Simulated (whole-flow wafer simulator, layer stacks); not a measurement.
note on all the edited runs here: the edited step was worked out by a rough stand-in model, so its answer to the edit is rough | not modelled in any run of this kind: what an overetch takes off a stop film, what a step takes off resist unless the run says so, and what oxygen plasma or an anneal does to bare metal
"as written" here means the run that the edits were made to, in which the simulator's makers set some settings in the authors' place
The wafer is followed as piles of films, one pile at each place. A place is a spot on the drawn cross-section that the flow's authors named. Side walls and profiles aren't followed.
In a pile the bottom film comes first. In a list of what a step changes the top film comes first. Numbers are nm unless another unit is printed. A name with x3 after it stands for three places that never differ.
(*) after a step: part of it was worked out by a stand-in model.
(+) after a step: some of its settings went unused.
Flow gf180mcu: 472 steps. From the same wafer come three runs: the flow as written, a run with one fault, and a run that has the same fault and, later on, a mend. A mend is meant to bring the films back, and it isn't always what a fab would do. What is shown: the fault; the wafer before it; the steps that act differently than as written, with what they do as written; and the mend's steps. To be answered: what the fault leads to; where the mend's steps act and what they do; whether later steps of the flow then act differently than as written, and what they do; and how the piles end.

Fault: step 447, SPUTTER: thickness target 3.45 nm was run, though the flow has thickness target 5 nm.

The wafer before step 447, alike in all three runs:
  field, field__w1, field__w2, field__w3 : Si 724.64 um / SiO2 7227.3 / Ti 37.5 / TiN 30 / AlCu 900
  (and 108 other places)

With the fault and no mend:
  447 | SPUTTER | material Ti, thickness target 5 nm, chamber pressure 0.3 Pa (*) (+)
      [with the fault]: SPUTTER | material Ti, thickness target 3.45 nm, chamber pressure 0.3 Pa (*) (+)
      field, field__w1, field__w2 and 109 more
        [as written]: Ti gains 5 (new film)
        [with the fault]: Ti gains 3.45 (new film)
  Steps later in the flow that act otherwise than as written (not shown: 4 more steps that differ only slightly, by at most 2% or 0.5 nm, whichever is larger):
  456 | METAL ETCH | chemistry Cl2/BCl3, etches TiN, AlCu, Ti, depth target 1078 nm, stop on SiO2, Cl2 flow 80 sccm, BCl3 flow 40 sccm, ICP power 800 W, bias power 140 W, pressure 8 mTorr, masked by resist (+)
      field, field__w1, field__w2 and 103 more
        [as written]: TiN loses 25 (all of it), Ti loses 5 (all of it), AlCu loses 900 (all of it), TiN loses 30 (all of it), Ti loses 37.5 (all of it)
        [with the fault]: TiN loses 25 (all of it), Ti loses 3.45 (all of it), AlCu loses 900 (all of it), TiN loses 30 (all of it), Ti loses 37.5 (all of it)
  At field__w8, contact, m1, m1__w1, pad, m1_nw, the piles at the end differ from the flow's by more than 2% or 0.5 nm, whichever is larger.
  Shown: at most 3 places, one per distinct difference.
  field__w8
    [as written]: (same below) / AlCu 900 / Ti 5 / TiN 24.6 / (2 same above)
    [with the fault]: (same below) / AlCu 900 / Ti 3.45 / TiN 24.6 / (2 same above)
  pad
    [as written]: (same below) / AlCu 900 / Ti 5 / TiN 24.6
    [with the fault]: (same below) / AlCu 900 / Ti 3.45 / TiN 24.6

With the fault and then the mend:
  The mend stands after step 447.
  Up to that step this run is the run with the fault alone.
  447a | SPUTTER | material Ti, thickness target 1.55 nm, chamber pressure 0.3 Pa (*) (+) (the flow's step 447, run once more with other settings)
      field, field__w1, field__w2 and 109 more
        Ti gains 1.55
  Every later step of the flow that is run acts as written at every place that is followed.
  By the end, the piles equal the flow's at every place that both follow.
